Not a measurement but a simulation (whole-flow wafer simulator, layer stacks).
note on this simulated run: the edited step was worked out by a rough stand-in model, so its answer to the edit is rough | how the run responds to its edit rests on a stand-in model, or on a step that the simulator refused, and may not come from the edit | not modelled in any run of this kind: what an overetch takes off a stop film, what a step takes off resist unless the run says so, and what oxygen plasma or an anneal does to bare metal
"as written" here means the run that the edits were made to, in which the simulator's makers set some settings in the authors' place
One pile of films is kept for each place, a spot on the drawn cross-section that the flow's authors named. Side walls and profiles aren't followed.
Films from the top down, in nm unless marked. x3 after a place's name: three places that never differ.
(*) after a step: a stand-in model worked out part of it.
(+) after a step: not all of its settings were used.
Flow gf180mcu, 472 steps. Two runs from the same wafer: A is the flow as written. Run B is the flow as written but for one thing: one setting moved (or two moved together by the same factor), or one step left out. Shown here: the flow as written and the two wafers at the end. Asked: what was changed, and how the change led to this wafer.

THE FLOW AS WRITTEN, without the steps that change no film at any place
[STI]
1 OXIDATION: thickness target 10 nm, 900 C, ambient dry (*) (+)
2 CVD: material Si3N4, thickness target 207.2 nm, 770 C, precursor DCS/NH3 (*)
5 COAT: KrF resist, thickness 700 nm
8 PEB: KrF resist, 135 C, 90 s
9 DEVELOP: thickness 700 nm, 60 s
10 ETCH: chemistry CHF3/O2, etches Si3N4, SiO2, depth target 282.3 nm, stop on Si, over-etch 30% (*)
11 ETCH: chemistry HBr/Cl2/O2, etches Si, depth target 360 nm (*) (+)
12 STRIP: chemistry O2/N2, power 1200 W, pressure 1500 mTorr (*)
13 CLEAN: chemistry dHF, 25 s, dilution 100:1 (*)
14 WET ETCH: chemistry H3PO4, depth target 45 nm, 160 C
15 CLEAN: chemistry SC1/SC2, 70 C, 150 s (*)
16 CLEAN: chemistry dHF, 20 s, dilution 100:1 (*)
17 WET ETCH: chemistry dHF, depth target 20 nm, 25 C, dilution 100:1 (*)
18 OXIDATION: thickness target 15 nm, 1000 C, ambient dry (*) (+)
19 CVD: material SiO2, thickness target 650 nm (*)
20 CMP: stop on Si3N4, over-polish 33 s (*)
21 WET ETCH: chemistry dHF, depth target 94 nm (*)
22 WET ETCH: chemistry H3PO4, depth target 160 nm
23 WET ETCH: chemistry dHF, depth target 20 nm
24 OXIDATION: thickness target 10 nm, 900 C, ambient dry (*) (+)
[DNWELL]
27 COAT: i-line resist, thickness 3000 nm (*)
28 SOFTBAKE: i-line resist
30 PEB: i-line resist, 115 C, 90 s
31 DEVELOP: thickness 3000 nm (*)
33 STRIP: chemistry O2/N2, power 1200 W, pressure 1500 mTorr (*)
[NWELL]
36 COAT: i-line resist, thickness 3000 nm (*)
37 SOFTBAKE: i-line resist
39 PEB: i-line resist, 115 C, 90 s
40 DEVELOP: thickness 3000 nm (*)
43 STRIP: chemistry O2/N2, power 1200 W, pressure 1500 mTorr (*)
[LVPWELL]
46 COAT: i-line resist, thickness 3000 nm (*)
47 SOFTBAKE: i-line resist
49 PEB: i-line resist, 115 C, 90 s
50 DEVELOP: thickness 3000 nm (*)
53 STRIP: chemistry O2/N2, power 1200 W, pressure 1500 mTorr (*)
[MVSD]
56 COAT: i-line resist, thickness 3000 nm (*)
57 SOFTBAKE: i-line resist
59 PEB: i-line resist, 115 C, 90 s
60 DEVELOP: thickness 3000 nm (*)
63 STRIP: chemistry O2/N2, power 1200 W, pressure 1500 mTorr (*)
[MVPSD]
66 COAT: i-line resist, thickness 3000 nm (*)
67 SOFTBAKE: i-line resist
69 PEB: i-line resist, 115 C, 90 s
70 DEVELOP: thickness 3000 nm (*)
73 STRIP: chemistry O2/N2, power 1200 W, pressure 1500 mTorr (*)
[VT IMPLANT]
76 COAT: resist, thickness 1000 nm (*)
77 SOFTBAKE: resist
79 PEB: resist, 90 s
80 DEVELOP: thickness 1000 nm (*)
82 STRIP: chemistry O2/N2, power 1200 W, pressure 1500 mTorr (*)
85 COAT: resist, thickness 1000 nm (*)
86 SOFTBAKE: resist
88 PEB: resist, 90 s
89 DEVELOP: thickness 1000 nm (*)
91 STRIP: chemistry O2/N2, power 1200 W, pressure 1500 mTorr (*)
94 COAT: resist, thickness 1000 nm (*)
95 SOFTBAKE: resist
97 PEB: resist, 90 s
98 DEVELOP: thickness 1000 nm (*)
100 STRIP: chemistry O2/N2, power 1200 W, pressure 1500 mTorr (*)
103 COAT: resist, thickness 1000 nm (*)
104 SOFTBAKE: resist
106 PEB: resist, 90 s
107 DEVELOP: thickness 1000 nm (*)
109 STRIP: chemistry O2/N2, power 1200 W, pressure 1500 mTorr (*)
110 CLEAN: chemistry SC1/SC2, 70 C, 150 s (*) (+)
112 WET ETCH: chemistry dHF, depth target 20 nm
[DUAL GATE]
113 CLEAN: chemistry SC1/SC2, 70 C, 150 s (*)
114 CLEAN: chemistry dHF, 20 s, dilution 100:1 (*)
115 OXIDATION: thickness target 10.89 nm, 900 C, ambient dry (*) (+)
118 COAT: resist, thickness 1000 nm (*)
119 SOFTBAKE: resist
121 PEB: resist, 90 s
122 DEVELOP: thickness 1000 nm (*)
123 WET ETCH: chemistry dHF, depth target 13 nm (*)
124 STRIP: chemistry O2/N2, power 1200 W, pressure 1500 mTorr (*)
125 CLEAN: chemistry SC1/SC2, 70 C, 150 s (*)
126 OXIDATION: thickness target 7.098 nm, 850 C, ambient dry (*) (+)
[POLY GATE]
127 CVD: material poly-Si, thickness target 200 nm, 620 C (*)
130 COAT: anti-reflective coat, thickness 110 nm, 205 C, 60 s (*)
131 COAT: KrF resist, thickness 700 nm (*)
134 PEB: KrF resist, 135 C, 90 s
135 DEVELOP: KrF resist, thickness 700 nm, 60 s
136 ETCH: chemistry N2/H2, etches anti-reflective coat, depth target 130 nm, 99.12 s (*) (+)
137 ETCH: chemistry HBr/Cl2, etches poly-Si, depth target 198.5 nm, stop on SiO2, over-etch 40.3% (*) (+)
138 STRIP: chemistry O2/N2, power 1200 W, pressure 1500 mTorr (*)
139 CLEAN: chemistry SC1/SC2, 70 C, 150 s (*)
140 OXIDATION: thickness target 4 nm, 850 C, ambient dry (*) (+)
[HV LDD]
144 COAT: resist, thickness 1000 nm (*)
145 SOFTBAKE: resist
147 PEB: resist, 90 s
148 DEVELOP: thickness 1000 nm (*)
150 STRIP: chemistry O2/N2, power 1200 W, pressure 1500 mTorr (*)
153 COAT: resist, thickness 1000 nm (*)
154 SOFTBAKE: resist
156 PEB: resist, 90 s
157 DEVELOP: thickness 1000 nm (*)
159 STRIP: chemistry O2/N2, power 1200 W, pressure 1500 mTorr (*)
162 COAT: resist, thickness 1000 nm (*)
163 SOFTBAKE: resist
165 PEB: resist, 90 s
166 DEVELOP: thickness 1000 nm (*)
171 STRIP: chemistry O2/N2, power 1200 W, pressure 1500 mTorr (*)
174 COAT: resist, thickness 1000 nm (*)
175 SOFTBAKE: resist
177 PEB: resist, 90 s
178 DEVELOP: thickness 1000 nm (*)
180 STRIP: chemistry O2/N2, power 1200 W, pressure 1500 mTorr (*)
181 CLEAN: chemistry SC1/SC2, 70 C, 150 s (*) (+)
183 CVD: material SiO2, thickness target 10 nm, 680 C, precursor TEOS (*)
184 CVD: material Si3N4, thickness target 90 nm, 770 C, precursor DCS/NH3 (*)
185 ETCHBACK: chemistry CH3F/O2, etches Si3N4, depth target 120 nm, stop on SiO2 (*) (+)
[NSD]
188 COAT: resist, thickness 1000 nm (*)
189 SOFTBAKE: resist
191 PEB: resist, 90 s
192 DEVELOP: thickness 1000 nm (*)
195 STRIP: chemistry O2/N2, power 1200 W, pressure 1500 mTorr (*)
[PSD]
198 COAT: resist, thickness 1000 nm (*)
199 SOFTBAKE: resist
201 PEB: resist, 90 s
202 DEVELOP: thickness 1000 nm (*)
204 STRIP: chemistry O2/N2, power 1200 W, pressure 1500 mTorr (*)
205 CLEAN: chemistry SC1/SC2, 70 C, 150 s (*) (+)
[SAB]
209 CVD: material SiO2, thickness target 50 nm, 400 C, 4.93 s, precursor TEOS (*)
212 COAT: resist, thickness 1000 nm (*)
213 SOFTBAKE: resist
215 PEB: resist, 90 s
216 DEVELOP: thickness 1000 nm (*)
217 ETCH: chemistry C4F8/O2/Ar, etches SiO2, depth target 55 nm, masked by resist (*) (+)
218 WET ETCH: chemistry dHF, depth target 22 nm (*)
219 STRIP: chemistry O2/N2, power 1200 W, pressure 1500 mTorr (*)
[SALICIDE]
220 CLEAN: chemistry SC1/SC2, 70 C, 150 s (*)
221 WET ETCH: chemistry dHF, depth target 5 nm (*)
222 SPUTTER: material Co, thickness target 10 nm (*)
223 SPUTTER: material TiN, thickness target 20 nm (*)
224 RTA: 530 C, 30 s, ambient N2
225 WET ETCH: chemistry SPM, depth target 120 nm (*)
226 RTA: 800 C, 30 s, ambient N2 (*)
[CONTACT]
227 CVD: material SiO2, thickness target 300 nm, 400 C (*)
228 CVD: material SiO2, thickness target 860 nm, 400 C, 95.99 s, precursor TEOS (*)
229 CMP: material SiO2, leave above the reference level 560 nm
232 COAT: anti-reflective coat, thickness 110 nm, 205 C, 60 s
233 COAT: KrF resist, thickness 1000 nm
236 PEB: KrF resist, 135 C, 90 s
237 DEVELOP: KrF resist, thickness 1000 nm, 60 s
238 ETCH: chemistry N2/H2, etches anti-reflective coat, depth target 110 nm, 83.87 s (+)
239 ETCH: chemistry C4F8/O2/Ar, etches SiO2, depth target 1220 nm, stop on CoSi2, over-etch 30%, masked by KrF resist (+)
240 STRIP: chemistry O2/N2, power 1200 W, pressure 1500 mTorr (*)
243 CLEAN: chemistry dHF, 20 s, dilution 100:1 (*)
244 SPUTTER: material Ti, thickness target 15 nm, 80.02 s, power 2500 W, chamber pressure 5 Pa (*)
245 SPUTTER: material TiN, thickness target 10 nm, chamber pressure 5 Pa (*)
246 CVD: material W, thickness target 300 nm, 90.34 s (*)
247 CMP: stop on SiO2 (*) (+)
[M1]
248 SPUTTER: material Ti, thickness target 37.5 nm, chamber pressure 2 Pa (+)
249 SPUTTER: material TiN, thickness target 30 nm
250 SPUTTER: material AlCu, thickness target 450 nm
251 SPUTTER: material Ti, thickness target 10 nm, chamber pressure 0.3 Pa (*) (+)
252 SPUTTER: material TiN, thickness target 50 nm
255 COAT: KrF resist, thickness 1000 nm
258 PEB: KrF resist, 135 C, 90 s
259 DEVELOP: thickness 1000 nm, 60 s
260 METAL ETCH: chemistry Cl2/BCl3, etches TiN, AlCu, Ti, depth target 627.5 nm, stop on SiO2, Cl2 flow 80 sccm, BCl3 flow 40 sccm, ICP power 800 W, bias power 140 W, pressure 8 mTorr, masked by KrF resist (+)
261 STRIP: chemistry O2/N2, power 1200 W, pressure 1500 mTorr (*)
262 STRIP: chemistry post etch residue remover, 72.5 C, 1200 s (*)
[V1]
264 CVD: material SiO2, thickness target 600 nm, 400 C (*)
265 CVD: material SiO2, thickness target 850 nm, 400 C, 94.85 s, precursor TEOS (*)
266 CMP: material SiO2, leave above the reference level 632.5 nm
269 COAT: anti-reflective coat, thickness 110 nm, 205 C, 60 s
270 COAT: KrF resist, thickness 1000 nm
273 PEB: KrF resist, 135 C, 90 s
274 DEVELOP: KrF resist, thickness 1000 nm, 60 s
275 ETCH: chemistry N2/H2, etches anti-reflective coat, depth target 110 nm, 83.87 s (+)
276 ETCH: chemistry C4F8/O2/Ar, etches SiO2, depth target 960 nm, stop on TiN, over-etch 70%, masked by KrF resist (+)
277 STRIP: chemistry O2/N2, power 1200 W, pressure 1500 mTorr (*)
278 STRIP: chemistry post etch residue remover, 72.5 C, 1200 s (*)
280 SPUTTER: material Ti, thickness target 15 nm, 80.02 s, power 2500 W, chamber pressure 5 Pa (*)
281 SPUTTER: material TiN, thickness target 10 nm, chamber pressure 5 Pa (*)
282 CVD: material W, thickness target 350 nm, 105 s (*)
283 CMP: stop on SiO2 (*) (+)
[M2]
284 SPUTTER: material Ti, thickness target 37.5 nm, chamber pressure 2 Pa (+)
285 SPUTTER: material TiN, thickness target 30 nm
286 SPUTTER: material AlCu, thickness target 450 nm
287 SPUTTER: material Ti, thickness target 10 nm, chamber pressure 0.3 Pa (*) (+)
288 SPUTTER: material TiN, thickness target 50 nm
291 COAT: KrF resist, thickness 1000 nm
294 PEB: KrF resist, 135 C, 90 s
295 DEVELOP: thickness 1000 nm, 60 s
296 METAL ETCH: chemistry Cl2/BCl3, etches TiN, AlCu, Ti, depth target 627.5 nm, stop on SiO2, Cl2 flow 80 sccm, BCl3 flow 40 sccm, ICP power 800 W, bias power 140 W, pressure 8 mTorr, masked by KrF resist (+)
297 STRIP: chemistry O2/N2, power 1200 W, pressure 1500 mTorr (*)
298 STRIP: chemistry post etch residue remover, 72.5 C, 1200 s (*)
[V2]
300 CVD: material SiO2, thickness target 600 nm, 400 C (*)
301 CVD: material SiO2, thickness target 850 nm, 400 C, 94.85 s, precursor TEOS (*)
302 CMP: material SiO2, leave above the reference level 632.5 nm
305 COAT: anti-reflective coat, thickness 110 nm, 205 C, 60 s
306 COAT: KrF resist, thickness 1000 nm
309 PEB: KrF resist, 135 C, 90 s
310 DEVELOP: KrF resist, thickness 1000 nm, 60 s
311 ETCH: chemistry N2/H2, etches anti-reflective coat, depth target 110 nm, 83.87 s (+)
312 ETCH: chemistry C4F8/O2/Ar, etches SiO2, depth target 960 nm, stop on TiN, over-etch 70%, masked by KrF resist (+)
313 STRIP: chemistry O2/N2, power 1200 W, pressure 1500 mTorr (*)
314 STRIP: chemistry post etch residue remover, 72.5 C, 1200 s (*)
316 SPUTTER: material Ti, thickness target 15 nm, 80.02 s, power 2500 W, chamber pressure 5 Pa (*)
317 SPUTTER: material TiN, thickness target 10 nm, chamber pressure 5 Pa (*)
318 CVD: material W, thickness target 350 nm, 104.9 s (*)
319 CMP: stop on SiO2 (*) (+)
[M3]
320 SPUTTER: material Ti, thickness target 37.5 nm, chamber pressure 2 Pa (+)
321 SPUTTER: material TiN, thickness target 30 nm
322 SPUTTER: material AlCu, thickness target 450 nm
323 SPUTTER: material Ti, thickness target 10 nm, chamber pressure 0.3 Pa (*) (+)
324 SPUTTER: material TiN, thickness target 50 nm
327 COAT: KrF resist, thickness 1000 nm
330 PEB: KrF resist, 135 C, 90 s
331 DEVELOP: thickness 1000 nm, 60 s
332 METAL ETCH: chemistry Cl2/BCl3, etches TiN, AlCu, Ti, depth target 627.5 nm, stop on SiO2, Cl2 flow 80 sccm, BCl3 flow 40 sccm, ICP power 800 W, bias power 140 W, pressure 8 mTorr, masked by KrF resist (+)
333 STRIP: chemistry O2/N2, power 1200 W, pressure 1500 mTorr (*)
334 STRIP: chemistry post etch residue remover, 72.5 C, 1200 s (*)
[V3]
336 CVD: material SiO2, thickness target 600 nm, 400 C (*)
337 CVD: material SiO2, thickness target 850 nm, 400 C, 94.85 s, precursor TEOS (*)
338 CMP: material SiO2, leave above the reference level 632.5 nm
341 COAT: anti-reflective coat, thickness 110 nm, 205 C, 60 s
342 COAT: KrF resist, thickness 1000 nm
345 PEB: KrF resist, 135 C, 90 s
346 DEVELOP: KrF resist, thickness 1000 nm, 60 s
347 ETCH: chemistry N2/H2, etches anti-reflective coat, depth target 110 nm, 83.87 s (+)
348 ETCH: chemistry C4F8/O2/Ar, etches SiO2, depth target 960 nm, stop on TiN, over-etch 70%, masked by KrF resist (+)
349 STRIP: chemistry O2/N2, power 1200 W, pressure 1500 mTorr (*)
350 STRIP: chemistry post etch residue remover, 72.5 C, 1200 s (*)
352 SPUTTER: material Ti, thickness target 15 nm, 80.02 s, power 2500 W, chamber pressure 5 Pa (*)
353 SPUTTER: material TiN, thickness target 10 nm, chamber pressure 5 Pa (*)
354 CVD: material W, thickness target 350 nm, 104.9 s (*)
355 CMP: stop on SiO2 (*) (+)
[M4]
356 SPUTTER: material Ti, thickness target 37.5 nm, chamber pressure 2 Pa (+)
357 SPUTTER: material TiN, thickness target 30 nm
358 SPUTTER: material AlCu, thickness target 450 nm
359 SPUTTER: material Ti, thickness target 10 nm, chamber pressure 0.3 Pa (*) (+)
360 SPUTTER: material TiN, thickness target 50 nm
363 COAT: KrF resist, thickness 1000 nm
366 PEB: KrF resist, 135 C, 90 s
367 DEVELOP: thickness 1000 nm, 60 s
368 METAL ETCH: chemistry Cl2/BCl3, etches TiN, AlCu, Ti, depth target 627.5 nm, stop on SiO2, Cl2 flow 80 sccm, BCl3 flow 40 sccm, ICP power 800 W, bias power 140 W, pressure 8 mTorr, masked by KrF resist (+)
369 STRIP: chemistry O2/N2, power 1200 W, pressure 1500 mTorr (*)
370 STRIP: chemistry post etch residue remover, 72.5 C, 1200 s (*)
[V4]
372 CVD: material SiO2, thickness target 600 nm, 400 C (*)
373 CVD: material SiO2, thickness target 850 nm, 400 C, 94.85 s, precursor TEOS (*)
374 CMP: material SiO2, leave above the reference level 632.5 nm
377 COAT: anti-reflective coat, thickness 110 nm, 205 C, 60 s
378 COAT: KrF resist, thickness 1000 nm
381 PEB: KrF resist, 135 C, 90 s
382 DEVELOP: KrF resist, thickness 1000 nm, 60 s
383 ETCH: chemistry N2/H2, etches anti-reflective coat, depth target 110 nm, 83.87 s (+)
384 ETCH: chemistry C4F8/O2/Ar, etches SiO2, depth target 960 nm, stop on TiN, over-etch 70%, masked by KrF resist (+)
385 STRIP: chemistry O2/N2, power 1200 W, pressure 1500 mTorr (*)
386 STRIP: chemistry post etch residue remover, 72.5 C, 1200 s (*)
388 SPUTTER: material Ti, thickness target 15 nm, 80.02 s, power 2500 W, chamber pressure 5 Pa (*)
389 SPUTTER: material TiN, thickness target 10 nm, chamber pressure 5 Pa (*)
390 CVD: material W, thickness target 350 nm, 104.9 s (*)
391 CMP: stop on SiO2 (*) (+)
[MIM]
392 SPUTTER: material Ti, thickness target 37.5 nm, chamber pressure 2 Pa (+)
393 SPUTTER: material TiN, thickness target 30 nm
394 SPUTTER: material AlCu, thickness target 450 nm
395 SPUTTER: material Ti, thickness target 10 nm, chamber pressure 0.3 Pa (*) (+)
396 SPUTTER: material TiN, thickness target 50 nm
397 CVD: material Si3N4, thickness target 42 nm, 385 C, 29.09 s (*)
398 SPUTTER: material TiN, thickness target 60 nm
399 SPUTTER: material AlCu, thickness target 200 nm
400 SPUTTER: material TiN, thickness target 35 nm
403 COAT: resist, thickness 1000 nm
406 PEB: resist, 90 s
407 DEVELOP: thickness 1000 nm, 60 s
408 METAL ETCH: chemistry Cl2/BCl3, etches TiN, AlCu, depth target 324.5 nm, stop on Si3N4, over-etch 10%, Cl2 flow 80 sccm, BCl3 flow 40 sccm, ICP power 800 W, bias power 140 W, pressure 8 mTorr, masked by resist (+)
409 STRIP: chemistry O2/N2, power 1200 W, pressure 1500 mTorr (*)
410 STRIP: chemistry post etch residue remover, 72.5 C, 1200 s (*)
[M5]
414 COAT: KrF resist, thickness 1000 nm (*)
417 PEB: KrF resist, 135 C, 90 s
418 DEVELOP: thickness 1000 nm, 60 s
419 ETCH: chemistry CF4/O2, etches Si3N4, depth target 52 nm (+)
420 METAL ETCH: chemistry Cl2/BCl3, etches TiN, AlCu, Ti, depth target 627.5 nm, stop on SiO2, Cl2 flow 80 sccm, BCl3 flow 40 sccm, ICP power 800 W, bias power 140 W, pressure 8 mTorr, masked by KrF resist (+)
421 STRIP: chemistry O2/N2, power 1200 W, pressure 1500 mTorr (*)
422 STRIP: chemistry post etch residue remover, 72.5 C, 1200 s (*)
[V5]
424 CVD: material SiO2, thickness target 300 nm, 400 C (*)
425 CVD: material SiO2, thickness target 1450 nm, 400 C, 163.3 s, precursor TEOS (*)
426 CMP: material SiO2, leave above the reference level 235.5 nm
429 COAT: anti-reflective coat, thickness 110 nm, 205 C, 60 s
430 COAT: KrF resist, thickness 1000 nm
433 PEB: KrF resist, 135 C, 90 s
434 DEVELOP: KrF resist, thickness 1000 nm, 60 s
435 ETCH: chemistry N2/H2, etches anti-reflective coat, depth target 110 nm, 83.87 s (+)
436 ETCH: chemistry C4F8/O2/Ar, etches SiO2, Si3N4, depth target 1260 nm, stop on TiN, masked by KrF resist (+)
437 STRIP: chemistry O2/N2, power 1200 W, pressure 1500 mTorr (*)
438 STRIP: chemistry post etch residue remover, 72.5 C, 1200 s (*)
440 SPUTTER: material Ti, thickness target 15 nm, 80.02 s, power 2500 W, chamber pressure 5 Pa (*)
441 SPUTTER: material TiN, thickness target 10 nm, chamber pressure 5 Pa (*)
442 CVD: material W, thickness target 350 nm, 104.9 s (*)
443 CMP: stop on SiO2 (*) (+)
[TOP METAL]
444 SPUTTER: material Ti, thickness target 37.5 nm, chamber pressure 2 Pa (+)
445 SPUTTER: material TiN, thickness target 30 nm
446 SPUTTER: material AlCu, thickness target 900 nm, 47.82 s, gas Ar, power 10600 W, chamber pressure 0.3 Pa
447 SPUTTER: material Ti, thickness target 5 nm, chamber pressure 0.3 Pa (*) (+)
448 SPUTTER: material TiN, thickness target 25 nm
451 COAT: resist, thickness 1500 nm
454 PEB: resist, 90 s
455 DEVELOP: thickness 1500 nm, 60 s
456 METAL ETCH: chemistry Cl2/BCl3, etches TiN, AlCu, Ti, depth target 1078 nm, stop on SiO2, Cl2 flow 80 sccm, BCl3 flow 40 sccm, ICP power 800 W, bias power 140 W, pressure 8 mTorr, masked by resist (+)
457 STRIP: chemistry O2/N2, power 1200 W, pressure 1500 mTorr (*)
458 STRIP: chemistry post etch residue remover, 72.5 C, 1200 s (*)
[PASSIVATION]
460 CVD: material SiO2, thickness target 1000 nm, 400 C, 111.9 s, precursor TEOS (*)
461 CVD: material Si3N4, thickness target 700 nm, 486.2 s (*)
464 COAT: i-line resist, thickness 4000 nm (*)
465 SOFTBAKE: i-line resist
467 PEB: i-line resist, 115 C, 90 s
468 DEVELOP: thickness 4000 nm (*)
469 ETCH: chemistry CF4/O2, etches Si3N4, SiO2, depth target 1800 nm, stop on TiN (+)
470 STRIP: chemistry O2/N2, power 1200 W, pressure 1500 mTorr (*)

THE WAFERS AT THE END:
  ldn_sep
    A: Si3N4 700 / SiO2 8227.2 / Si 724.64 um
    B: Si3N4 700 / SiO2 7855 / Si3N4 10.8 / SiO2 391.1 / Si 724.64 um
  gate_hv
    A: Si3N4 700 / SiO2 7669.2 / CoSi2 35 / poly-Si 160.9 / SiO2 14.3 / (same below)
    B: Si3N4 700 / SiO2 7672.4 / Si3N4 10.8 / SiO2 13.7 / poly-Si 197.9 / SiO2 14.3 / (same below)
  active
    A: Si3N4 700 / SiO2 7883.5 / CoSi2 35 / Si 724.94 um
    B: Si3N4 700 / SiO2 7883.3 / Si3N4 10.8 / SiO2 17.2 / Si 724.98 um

The cause: step 185, ETCHBACK: depth target 75 nm was run, where the flow has depth target 120 nm.

How the change led to this, step by step:
  185 ETCHBACK: chemistry CH3F/O2, etches Si3N4, depth target 120 nm, stop on SiO2 (*) (+)
      field, field__w1, field__w2 and 100 more: A Si3N4 -90 (all of it), SiO2 -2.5 | B Si3N4 -75
  189 SOFTBAKE: resist
      field__w9: A resist +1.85 | B resist -1.08
      nw_enc_fld_lv: A resist +0.58 | B resist +1.62
  191 PEB: resist, 90 s
      spacer: A resist -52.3 | B resist -53.4
  199 SOFTBAKE: resist
      field__w9: A resist +1.85 | B resist -1.08
      nw_enc_fld_lv: A resist +0.58 | B resist +1.62
  201 PEB: resist, 90 s
      spacer: A resist -52.3 | B resist -53.4
  205 CLEAN: chemistry SC1/SC2, 70 C, 150 s (*) (+)
      field, field__w1, field__w2 and 105 more: A SiO2 -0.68 | B Si3N4 -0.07
  209 CVD: material SiO2, thickness target 50 nm, 400 C, 4.93 s, precursor TEOS (*)
      field, field__w7, field__w8 and 73 more: A SiO2 +50 | B SiO2 +50 (new film)
      field_sub__w1, field_sub__w3, field_sub__w4, field_sub__w5, ld_drift_n: A SiO2 +48.9 | B SiO2 +48.8 (new film)
      (and at 27 more places)
  215 PEB: resist, 90 s
      spacer: A resist -52.3 | B resist -53.4
  217 ETCH: chemistry C4F8/O2/Ar, etches SiO2, depth target 55 nm, masked by resist (*) (+)
      field, field__w7, field__w8 and 70 more: A SiO2 -55 | B SiO2 -50 (all of it), Si3N4 -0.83
      field_sub__w1, field_sub__w3, field_sub__w4, field_sub__w5, ld_drift_n: A SiO2 -55 | B SiO2 -48.8 (all of it), Si3N4 -1.03
      (and at 21 more places)
  218 WET ETCH: chemistry dHF, depth target 22 nm (*)
      gate, gate_hv, gate_p and 23 more: A SiO2 -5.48 (all of it) | B Si3N4 -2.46
      field, field__w10, sti and 14 more: A SiO2 -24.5 | B Si3N4 -2.46
      (and at 56 more places)
  219 STRIP: chemistry O2/N2, power 1200 W, pressure 1500 mTorr (*)
      gate, gate_hv, gate_p and 23 more: A chemical SiO2 +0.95 (new film), poly-Si -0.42 | B nothing
      active, p_well, sd_n and 20 more: A chemical SiO2 +0.95 (new film), Si -0.42 | B nothing
  220 CLEAN: chemistry SC1/SC2, 70 C, 150 s (*)
      field, field__w2, field__w7 and 40 more: A SiO2 -0.68 | B nothing
      field__w1, field__w3, field__w6, field__w12, m1, nw_enc_fld_lv, nw_enc_fld_lv__w3: A SiO2 -0.68 | B Si3N4 -0.07
  221 WET ETCH: chemistry dHF, depth target 5 nm (*)
      active, p_well, gate and 46 more: A chemical SiO2 -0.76 (all of it) | B Si3N4 -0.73
      field, field__w1, field__w2 and 23 more: A SiO2 -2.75 | B Si3N4 -0.73
      (and at 24 more places)
  224 RTA: 530 C, 30 s, ambient N2
      gate, gate_hv, gate_p and 22 more: A under 1 film: CoSi +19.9 (new film), Co -10 (all of it), poly-Si -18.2 | B nothing
      active, p_well, sd_n and 11 more: A under 1 film: CoSi +19.9 (new film), Co -10 (all of it), Si -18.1 | B nothing
      (and at 10 more places)
  225 WET ETCH: chemistry SPM, depth target 120 nm (*)
      active, p_well, gate and 36 more: A TiN -20 (all of it) | B TiN -20 (all of it), Co -10 (all of it)
      sd_p: A TiN -17.9 (all of it) | B TiN -18.3 (all of it), Co -9.24 (all of it)
      (and at 9 more places)
  226 RTA: 800 C, 30 s, ambient N2 (*)
      gate, gate_hv, gate_p and 22 more: A CoSi2 +35 (new film), CoSi -19.9 (all of it), poly-Si -18.2 | B nothing
      active, p_well, sd_n and 11 more: A CoSi2 +35 (new film), CoSi -19.9 (all of it), Si -18.1 | B nothing
      (and at 10 more places)
  ... 7 more steps ...
  471 ANNEAL: 400 C, 1800 s, ambient N2/H2
      polyc_n, polyc_p: A nothing | B under 9 films: void +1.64 (new film), Ti -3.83, TiSi first +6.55 (new film), poly-Si -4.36
      contact: A nothing | B under 49 films: void +1.62 (new film), Ti -3.83, TiSi first +6.55 (new film), Si -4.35
Counting metal films that touch as one body, gate_hv has 0 bodies; the flow as written gives 1 body.
Counting metal films that touch as one body, active has 0 bodies; the flow as written gives 1 body.
